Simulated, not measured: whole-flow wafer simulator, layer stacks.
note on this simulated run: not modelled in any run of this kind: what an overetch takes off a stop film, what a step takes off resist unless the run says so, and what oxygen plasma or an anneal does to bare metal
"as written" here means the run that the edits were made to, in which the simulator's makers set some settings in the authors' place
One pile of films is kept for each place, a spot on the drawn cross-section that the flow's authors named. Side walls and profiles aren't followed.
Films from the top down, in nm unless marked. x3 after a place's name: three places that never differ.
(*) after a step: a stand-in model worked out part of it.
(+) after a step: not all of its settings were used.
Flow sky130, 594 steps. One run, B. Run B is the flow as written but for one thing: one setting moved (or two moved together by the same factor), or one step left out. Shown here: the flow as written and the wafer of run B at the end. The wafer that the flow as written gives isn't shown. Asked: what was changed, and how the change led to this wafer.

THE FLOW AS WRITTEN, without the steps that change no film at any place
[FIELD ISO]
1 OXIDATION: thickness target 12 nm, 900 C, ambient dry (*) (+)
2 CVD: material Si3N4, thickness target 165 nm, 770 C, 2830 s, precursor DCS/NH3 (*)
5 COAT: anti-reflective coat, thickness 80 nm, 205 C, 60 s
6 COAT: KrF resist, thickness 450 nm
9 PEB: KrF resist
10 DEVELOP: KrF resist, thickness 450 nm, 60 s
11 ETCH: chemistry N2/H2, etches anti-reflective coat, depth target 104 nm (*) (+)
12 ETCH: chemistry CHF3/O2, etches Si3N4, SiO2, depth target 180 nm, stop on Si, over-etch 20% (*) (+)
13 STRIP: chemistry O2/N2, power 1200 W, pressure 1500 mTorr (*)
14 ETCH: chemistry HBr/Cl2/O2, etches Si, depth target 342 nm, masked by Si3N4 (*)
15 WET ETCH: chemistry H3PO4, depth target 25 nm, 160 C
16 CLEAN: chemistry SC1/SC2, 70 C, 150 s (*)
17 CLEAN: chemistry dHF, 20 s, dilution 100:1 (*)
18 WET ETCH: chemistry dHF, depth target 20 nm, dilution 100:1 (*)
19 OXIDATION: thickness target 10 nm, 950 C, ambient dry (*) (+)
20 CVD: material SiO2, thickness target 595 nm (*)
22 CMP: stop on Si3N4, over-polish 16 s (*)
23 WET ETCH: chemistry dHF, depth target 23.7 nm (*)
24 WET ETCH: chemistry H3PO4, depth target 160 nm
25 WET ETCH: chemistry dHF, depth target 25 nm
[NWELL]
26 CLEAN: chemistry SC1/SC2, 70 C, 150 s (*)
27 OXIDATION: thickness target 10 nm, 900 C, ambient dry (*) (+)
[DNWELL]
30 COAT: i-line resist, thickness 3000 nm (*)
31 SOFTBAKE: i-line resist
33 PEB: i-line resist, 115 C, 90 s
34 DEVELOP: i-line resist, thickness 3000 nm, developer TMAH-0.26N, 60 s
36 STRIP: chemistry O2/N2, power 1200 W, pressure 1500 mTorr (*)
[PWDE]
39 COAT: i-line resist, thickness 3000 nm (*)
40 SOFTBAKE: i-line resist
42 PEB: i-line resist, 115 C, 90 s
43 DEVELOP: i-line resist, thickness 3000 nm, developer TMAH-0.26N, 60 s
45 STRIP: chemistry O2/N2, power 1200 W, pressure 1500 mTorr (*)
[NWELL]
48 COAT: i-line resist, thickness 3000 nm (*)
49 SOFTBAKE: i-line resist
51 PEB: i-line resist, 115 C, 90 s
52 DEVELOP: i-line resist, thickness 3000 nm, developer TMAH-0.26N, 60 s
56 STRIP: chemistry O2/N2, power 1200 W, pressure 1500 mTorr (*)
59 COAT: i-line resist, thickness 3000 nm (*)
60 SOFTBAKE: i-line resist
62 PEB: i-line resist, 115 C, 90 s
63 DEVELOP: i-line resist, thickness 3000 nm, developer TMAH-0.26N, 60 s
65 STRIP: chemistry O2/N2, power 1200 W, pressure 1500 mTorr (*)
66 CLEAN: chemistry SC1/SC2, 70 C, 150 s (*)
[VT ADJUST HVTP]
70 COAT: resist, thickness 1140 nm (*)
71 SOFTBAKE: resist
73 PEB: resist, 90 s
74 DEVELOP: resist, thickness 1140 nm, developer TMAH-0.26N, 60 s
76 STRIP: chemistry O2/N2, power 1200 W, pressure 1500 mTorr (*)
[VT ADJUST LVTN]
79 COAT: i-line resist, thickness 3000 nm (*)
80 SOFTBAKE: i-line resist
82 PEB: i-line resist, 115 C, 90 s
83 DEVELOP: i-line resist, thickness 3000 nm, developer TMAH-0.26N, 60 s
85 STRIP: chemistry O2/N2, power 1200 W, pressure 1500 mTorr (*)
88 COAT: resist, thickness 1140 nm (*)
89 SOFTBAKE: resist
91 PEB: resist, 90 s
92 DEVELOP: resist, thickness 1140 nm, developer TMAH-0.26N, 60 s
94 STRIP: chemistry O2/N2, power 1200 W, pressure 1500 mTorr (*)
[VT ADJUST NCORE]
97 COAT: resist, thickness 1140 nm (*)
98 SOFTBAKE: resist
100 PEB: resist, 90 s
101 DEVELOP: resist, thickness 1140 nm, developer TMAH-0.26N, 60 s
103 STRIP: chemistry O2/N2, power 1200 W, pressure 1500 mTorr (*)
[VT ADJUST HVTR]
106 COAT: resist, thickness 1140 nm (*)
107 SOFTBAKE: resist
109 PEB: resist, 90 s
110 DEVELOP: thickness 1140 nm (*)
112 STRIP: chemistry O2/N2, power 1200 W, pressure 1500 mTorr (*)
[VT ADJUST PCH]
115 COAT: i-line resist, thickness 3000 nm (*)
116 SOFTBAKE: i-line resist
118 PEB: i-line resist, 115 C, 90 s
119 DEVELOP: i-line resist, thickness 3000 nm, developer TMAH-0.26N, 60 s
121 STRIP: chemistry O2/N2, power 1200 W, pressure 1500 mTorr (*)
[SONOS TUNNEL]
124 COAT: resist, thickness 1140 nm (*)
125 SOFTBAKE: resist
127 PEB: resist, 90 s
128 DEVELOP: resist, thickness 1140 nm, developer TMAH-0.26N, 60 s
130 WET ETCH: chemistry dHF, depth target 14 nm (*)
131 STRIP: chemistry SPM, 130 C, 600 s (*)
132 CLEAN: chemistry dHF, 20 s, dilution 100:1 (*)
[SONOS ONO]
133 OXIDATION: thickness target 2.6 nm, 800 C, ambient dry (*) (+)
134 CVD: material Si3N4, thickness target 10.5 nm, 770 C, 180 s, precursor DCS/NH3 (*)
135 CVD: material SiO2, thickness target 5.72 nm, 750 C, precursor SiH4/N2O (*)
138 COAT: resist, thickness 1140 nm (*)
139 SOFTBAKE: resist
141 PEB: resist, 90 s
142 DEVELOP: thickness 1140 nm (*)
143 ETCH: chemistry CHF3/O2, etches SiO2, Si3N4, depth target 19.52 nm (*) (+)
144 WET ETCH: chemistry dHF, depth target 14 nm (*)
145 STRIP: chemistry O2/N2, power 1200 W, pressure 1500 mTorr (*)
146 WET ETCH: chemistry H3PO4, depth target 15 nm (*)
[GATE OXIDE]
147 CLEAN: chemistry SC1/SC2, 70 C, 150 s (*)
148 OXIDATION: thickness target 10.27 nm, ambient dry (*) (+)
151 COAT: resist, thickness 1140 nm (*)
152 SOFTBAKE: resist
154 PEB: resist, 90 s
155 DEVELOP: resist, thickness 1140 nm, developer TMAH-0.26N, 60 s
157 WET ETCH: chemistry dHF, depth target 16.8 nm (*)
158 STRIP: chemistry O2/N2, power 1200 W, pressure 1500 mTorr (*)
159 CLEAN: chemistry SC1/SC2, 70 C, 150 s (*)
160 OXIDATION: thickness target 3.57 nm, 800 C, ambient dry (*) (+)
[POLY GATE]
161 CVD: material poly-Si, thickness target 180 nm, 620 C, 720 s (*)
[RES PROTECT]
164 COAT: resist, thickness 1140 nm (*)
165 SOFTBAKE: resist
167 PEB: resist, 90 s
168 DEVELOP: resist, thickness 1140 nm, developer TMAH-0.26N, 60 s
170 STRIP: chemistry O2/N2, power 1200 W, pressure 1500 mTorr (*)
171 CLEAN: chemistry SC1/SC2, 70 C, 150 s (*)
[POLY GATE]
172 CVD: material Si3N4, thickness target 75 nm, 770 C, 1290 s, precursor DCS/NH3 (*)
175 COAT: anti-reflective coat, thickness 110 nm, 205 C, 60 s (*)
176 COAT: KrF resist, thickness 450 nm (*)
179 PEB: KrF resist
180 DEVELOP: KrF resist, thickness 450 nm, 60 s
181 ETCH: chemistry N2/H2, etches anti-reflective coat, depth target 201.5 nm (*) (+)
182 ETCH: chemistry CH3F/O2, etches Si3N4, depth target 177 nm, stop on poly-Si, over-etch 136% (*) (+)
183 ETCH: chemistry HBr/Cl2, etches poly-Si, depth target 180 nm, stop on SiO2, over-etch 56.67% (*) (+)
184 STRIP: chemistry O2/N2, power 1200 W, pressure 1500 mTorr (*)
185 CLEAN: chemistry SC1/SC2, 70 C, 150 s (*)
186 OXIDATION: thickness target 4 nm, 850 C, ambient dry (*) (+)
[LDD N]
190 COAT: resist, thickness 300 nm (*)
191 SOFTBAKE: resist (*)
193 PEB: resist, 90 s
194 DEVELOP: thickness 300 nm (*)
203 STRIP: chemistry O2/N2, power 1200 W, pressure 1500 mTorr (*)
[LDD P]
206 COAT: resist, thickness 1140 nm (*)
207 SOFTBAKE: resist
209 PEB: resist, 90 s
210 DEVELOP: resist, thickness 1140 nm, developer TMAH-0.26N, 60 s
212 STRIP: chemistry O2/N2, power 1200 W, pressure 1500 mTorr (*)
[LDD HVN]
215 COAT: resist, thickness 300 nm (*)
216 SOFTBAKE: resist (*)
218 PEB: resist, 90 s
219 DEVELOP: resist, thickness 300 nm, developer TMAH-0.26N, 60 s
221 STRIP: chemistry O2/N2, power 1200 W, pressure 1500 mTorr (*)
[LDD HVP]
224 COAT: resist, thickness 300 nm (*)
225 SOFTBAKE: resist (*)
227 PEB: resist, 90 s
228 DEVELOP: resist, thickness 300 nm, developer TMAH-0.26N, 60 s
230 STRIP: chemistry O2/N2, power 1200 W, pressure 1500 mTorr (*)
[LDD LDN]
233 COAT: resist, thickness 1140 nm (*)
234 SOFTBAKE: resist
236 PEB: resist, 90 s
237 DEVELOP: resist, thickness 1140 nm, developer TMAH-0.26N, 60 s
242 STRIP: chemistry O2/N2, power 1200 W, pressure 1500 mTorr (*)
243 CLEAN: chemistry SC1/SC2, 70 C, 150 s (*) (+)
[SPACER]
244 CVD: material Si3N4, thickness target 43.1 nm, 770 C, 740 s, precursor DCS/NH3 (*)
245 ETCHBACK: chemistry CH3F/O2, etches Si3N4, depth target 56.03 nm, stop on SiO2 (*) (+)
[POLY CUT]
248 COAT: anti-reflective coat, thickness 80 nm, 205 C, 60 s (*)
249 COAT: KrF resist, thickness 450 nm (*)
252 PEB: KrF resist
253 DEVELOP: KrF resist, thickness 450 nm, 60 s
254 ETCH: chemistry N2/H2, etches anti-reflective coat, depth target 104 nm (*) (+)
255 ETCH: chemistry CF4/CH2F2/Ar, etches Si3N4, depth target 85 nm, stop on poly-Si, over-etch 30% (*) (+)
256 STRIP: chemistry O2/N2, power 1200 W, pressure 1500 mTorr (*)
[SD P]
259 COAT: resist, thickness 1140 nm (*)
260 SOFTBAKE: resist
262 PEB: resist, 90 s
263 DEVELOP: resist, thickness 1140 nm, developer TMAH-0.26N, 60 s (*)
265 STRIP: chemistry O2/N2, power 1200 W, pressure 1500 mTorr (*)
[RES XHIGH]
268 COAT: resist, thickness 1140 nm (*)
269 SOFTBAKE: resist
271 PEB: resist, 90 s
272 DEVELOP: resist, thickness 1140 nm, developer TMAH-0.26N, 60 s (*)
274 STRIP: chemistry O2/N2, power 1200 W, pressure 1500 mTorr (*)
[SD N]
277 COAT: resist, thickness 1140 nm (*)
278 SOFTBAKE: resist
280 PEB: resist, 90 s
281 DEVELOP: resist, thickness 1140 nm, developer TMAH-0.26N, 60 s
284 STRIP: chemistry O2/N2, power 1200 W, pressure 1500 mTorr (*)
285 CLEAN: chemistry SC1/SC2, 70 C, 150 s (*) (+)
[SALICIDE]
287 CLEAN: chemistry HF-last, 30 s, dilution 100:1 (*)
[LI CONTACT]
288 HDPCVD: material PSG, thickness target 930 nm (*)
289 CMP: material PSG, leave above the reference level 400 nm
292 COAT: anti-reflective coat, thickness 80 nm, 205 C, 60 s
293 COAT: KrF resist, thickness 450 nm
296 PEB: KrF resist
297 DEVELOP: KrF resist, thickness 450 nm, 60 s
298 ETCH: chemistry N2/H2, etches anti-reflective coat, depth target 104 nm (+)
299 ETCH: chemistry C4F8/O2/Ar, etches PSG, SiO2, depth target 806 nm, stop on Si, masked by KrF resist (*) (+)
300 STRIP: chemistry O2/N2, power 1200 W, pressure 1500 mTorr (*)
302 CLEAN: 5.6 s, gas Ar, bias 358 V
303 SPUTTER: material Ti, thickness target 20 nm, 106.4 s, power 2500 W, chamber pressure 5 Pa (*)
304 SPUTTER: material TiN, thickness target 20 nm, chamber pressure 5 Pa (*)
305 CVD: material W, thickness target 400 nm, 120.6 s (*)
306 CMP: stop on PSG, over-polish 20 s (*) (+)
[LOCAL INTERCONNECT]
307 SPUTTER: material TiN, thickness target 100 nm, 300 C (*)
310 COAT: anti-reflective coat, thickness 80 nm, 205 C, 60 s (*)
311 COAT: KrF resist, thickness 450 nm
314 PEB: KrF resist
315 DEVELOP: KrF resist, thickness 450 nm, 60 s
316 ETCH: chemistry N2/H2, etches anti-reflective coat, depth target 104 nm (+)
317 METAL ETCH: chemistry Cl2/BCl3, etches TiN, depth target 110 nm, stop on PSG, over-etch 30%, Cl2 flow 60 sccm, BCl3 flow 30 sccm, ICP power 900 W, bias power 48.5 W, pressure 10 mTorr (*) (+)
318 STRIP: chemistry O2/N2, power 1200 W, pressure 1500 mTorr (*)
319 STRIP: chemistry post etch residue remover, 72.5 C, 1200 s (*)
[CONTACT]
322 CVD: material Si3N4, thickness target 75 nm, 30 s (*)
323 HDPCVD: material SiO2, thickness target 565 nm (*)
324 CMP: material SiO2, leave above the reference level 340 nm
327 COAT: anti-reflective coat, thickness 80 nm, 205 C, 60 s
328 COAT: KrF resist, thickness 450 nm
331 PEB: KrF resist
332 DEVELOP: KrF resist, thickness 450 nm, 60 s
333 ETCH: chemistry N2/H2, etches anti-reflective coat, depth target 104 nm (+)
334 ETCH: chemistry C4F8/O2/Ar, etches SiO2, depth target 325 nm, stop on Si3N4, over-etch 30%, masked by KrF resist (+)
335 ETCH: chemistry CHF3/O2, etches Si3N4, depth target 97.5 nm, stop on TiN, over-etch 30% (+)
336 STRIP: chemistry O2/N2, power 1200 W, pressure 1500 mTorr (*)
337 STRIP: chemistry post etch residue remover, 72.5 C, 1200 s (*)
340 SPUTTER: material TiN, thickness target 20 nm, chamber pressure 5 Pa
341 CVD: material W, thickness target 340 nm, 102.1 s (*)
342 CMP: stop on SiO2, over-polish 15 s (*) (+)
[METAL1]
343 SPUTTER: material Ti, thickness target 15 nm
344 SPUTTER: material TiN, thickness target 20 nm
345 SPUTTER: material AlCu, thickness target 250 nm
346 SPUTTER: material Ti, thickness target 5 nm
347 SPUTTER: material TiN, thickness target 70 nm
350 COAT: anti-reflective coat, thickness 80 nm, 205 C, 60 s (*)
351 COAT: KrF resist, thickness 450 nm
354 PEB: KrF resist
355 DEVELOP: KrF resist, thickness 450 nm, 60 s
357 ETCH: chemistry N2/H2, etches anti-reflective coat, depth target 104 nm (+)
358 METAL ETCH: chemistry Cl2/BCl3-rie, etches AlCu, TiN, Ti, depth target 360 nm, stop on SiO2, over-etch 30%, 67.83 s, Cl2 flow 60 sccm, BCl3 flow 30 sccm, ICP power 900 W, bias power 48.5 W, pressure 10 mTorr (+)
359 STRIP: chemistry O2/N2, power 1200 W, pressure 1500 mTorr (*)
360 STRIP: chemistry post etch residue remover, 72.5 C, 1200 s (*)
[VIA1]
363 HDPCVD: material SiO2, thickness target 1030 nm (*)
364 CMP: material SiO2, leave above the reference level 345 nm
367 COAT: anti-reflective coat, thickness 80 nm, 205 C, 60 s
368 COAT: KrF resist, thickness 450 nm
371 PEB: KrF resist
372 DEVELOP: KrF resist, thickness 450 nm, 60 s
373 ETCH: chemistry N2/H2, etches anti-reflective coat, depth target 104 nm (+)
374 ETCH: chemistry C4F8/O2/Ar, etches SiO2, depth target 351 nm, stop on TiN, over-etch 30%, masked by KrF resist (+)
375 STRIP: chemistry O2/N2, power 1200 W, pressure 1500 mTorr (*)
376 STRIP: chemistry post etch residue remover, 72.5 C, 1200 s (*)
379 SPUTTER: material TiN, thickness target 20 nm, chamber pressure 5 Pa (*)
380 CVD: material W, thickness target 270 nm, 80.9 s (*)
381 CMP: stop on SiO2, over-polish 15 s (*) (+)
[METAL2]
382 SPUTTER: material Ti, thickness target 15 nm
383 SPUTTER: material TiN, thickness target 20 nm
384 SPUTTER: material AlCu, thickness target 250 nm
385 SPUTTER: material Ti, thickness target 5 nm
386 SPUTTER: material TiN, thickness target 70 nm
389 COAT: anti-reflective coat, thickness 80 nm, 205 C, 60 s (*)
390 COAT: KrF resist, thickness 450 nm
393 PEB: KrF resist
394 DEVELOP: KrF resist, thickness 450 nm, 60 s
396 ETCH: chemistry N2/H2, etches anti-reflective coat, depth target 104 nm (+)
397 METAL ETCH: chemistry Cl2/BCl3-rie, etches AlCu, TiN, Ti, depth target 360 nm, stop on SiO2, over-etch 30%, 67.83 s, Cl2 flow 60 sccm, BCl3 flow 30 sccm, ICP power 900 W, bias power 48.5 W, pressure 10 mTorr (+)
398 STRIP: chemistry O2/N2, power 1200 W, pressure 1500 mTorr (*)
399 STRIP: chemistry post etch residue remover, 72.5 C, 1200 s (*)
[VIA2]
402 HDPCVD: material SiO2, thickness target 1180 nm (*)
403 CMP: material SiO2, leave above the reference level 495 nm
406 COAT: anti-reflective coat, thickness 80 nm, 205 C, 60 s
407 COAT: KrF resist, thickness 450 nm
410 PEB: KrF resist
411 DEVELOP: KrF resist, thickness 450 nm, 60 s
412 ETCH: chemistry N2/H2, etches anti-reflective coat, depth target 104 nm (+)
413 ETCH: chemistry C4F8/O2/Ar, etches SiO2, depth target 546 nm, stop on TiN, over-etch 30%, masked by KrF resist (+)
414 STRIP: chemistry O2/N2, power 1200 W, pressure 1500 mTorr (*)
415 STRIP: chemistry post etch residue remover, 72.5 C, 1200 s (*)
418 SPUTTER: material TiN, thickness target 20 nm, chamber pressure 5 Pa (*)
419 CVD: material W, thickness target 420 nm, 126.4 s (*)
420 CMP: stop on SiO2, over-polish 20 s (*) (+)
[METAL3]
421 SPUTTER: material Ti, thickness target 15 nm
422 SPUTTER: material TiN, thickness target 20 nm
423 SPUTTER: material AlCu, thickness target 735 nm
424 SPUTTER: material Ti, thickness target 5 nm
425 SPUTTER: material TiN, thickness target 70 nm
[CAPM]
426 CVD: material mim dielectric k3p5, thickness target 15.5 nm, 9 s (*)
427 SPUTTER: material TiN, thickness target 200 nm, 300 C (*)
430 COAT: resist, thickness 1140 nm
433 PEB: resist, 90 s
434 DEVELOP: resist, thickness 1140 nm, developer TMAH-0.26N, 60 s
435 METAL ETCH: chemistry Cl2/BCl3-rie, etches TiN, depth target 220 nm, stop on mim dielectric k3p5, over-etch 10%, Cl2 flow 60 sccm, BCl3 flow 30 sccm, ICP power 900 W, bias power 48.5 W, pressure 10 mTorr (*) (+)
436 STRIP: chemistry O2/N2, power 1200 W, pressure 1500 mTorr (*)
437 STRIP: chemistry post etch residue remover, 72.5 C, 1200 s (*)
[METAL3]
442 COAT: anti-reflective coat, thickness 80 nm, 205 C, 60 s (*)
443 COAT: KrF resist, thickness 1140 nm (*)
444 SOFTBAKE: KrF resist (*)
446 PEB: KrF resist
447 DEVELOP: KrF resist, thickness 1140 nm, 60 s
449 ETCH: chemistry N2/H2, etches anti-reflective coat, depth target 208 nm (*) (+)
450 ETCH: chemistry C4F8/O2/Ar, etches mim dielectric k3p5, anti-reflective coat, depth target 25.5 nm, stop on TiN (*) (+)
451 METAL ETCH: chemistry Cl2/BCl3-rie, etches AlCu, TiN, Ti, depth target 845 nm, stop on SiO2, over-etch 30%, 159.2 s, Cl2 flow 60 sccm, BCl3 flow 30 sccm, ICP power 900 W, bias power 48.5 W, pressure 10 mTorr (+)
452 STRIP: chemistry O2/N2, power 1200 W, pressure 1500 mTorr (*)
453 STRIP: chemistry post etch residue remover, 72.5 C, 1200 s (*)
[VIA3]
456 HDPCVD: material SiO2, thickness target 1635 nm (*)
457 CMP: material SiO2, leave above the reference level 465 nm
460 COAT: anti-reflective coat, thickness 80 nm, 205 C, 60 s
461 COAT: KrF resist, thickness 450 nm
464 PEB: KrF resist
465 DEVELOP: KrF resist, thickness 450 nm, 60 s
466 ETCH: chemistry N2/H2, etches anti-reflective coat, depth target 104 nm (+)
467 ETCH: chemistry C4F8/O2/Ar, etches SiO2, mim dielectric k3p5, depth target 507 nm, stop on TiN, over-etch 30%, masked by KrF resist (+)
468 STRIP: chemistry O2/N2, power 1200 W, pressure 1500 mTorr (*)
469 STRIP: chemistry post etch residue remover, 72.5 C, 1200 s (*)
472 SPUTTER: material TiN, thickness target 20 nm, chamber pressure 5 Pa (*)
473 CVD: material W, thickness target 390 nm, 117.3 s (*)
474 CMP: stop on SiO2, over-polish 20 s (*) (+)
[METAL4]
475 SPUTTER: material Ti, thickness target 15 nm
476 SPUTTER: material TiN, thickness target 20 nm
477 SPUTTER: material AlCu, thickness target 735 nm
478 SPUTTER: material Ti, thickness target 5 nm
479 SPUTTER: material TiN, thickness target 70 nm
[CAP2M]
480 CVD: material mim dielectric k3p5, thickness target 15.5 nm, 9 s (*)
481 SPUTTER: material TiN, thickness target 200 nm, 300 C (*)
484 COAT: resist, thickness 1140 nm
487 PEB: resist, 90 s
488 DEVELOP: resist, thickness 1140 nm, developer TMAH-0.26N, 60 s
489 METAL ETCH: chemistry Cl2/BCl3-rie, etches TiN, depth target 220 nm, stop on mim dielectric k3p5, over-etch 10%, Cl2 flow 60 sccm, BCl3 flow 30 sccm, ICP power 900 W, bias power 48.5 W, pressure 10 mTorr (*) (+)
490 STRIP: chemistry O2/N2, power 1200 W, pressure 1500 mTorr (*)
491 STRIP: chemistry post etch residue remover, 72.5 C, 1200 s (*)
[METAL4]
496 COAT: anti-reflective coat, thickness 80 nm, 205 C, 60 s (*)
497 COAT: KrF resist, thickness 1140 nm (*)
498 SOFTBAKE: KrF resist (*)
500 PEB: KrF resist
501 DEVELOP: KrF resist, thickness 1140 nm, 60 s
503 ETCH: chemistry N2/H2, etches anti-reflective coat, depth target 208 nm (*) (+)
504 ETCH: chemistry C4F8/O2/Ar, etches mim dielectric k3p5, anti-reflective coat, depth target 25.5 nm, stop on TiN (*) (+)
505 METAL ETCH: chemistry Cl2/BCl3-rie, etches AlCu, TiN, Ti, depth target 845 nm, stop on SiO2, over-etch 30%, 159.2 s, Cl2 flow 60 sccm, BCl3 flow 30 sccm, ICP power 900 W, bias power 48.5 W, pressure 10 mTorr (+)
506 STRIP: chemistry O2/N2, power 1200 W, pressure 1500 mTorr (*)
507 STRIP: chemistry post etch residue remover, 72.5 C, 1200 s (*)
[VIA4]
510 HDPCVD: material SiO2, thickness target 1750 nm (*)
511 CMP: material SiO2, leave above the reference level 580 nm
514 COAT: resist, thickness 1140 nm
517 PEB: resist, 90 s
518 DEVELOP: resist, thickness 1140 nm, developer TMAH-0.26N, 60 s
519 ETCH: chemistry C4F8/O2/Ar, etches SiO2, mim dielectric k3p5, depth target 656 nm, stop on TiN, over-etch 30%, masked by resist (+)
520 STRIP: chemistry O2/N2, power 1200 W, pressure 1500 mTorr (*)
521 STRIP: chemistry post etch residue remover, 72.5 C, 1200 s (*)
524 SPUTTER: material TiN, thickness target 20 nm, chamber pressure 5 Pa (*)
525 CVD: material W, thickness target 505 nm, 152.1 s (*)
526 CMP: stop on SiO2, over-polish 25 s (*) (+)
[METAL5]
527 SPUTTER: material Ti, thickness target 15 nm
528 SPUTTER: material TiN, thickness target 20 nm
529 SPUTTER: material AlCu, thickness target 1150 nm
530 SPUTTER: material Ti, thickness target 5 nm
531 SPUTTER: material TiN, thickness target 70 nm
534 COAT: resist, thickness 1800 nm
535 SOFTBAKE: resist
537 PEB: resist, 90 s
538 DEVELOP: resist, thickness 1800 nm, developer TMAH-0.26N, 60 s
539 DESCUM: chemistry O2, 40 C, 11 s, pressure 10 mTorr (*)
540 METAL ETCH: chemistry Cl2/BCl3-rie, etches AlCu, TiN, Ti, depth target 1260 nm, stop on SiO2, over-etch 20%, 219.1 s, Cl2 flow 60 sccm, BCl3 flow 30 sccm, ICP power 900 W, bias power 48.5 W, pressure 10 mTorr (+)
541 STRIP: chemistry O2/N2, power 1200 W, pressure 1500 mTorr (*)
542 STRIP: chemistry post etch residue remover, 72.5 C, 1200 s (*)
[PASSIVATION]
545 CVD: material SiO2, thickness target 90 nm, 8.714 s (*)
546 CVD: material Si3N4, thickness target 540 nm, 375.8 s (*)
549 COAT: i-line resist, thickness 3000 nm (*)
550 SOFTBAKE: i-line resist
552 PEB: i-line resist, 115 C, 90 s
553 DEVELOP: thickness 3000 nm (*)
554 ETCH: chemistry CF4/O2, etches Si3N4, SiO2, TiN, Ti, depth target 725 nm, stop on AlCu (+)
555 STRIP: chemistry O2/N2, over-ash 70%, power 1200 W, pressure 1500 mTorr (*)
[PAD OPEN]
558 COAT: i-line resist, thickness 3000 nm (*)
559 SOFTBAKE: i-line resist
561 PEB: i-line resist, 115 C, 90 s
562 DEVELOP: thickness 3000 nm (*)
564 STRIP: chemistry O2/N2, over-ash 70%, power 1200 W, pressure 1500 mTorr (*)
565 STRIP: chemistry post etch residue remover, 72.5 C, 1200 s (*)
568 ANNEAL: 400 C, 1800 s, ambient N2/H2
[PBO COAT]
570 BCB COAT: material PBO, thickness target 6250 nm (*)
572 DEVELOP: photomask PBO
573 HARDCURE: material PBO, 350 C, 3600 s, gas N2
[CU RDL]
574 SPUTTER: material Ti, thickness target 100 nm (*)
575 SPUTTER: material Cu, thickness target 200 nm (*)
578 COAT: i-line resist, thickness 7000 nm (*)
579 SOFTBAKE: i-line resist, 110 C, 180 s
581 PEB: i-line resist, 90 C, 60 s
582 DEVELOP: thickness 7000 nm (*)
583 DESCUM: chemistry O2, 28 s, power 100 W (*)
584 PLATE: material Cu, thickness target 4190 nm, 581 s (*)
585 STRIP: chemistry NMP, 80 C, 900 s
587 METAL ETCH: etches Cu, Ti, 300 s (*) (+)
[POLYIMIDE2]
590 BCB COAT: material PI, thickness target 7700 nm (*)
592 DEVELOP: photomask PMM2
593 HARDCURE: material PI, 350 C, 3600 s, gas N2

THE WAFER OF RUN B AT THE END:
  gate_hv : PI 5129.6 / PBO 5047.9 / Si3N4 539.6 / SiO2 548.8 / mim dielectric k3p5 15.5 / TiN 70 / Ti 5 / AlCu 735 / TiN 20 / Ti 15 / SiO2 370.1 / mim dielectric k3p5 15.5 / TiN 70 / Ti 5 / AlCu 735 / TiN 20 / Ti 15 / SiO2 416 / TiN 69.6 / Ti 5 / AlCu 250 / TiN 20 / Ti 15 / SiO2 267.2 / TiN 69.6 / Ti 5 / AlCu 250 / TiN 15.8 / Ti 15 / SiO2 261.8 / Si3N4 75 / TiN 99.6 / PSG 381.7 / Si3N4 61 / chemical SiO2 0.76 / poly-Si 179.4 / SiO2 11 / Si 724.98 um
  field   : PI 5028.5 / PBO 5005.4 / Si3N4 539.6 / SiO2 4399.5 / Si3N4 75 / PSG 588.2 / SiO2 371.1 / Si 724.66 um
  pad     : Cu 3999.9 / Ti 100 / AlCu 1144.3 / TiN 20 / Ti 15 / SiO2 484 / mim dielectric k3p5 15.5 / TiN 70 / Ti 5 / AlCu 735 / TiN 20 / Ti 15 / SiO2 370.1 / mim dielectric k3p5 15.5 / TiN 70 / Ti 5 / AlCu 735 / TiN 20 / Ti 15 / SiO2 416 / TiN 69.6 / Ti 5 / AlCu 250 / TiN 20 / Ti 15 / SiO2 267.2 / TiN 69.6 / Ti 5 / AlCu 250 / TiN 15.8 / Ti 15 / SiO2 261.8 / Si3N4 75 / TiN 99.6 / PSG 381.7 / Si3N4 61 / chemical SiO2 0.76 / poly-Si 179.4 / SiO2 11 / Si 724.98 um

The cause: step 344, SPUTTER: thickness target 15.8 nm was run, where the flow has thickness target 20 nm.
It can be read off the wafer: gate_hv has TiN 15.8, and step 344 as written asks for 20 nm.

How the change led to this, step by step:
  344 SPUTTER: material TiN, thickness target 20 nm
      field, active, n_well and 188 more: TiN +15.8 (new film) (as written it would be: TiN +20 (new film))
  358 METAL ETCH: chemistry Cl2/BCl3-rie, etches AlCu, TiN, Ti, depth target 360 nm, stop on SiO2, over-etch 30%, 67.83 s, Cl2 flow 60 sccm, BCl3 flow 30 sccm, ICP power 900 W, bias power 48.5 W, pressure 10 mTorr (+)
      field, active, gate and 81 more: TiN -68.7 (all of it), Ti -5 (all of it), AlCu -250 (all of it), TiN -15.8 (all of it), Ti -15 (all of it), SiO2 -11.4 (as written it would be: TiN -68.7 (all of it), Ti -5 (all of it), AlCu -250 (all of it), TiN -20 (all of it), Ti -15 (all of it), SiO2 -10.9)
